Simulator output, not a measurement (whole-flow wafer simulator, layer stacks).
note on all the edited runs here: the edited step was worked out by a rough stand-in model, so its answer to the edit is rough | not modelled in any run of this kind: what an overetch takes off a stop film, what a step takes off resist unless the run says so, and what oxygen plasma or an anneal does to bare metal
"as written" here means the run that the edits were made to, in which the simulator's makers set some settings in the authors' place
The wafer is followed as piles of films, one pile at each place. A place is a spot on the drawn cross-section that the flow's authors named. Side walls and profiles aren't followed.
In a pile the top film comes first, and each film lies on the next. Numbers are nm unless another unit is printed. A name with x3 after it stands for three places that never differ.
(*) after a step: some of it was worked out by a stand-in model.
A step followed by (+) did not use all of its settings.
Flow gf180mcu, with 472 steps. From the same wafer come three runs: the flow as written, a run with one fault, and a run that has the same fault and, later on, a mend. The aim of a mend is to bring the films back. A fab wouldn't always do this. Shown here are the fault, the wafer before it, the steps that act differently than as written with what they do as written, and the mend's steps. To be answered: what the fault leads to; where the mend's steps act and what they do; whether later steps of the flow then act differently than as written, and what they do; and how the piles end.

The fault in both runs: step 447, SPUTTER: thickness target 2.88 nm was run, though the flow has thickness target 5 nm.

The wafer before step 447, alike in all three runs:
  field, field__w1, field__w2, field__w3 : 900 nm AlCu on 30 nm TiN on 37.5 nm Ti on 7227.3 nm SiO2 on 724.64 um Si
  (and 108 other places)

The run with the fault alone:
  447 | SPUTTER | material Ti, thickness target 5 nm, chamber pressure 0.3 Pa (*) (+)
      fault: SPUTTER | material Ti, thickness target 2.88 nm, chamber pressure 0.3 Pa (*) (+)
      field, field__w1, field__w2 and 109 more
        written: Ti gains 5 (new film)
        fault: Ti gains 2.88 (new film)
  Later steps of the flow acting differently than as written (not shown: 4 more steps that differ only slightly, by at most 2% or 0.5 nm, whichever is larger):
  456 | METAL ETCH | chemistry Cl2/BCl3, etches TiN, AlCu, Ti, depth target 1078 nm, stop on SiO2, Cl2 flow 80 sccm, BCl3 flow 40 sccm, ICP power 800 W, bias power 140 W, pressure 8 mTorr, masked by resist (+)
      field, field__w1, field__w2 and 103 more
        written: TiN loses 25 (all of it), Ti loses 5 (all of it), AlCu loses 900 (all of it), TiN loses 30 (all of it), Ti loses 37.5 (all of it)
        fault: TiN loses 25 (all of it), Ti loses 2.88 (all of it), AlCu loses 900 (all of it), TiN loses 30 (all of it), Ti loses 37.5 (all of it)
  At field__w8, contact, m1, m1__w1, pad, m1_nw, the piles at the end differ from the flow's by more than 2% or 0.5 nm, whichever is larger.
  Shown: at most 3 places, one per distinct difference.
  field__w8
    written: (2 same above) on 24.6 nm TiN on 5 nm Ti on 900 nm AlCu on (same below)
    fault: (2 same above) on 24.6 nm TiN on 2.88 nm Ti on 900 nm AlCu on (same below)
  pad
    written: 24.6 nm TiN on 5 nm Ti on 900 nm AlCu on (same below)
    fault: 24.6 nm TiN on 2.88 nm Ti on 900 nm AlCu on (same below)

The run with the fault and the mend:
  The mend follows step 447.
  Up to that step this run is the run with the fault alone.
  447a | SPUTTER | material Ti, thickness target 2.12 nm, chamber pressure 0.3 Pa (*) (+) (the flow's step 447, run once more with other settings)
      field, field__w1, field__w2 and 109 more
        Ti gains 2.12
  None of the later steps of the flow acts differently than as written at any place that is followed.
  At every place that both follow, the piles at the end match the flow's.
